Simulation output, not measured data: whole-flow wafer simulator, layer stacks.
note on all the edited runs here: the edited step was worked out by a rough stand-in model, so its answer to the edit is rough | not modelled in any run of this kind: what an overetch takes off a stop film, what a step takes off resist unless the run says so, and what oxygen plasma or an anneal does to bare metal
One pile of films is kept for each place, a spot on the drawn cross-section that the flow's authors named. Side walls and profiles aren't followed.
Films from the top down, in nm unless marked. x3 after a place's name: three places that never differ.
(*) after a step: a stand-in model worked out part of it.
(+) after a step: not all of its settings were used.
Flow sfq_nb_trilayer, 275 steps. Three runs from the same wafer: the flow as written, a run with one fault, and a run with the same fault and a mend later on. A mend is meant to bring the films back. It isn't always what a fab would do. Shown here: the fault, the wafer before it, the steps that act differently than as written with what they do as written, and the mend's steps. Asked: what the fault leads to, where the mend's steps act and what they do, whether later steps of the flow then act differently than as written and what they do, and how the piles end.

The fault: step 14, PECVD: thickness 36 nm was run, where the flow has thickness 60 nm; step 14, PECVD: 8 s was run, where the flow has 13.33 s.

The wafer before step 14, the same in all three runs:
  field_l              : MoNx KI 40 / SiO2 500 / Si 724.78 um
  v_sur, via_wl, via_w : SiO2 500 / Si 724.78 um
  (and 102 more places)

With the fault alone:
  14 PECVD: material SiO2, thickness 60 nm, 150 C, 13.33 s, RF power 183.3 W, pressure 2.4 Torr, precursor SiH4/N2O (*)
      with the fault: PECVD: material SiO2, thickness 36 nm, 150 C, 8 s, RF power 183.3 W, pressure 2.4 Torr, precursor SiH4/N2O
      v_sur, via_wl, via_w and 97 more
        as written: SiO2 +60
        with the fault: SiO2 +36
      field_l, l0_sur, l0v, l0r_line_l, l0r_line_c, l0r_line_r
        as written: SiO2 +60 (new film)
        with the fault: SiO2 +36 (new film)
  Later steps of the flow that act differently than as written (10 more steps differ only slightly, by at most 2% or 0.5 nm, whichever is larger, and aren't shown):
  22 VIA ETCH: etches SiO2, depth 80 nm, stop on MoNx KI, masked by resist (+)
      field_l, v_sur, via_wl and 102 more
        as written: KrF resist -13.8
        with the fault: KrF resist -9.27
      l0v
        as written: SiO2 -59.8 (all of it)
        with the fault: SiO2 -35.8 (all of it)
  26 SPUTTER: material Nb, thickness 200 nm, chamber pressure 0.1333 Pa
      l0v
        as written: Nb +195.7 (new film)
        with the fault: Nb +200 (new film)
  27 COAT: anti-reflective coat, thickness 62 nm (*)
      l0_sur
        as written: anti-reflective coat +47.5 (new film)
        with the fault: anti-reflective coat +50.2 (new film)
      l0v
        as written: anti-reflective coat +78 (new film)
        with the fault: anti-reflective coat +70.4 (new film)
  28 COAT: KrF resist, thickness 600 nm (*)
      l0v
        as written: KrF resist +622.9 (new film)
        with the fault: KrF resist +607.9 (new film)
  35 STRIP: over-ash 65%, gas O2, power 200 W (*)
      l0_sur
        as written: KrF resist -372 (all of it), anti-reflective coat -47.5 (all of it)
        with the fault: KrF resist -373.5 (all of it), anti-reflective coat -50.2 (all of it)
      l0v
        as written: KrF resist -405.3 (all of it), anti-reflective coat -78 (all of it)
        with the fault: KrF resist -390.2 (all of it), anti-reflective coat -70.4 (all of it)
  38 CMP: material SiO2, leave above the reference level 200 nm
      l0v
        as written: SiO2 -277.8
        with the fault: SiO2 -306.1
  At the end the piles differ from the flow's by more than 2% or 0.5 nm, whichever is larger, at field_l, v_sur, via_wl and 100 more.
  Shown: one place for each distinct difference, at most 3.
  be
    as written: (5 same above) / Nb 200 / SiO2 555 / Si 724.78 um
    with the fault: (5 same above) / Nb 200 / SiO2 531 / Si 724.78 um
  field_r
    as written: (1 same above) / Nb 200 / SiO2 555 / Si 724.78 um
    with the fault: (1 same above) / Nb 200 / SiO2 531 / Si 724.78 um
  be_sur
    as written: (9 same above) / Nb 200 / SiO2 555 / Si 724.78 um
    with the fault: (9 same above) / Nb 200 / SiO2 531 / Si 724.78 um

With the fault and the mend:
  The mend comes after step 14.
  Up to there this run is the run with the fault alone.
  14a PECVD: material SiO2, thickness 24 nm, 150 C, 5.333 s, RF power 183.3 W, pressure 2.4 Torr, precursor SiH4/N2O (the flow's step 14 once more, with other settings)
      field_l, v_sur, via_wl and 103 more
        SiO2 +24
  No later step of the flow acts differently than as written, at any place that is followed, by more than 2% or 0.5 nm, whichever is larger.
  At the end the piles are the same as the flow's at every place that both follow.
